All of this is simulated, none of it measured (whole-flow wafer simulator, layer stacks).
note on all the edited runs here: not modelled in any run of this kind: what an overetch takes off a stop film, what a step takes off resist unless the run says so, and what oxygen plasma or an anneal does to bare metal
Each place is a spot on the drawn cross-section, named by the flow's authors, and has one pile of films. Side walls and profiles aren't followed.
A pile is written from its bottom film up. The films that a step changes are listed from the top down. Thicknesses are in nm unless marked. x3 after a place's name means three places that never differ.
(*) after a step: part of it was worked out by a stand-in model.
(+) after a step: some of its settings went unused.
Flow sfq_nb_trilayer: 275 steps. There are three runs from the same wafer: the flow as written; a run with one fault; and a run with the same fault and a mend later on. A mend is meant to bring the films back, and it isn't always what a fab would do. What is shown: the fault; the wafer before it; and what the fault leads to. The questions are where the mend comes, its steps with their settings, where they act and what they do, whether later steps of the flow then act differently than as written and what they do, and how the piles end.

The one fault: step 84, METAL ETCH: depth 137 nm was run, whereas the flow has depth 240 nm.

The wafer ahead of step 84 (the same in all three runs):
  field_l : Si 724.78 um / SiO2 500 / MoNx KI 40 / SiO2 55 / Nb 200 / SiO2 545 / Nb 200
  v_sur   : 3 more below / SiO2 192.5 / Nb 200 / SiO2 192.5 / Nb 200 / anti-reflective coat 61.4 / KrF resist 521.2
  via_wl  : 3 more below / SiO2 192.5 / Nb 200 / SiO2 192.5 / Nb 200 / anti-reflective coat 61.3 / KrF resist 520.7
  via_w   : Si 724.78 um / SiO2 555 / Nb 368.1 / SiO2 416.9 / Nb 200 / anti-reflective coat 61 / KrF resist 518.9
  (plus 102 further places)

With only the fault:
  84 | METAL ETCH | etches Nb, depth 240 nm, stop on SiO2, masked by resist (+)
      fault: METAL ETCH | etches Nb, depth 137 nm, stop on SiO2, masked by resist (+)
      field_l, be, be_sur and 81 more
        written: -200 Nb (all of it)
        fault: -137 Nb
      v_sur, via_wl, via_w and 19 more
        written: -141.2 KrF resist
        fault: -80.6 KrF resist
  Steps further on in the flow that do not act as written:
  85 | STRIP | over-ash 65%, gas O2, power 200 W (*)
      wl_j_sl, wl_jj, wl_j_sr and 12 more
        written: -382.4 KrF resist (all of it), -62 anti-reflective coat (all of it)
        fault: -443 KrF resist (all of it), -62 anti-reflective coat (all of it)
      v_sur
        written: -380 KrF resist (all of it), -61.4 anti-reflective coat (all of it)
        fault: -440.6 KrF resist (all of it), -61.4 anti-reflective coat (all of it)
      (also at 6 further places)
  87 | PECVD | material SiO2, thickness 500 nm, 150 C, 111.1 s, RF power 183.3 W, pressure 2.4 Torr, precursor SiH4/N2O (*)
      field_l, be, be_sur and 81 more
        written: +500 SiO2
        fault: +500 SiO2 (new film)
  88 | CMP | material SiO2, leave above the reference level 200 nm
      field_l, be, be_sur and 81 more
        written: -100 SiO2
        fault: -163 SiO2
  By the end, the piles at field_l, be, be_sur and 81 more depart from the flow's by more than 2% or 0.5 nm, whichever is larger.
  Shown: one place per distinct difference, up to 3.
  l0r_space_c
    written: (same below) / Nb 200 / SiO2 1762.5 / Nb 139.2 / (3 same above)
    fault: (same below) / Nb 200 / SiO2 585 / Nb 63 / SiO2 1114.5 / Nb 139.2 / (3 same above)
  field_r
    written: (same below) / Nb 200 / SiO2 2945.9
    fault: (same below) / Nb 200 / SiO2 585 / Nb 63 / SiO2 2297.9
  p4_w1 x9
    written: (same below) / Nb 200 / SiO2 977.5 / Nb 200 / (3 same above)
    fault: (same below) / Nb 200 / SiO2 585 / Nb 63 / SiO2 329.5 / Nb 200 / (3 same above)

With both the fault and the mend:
  The mend follows step 84.
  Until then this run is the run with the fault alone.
  84a | METAL ETCH | etches Nb, depth 103 nm, stop on SiO2, masked by resist (+) (the flow's step 84, run once more with other settings)
      field_l, be, be_sur and 81 more
        -63 Nb (all of it)
      v_sur, via_wl, via_w and 19 more
        -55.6 KrF resist
  None of the later steps of the flow differs from how it acts as written, at any place that is followed, by more than 2% or 0.5 nm, whichever is larger.
  The piles end the same as the flow's at every place that both follow.
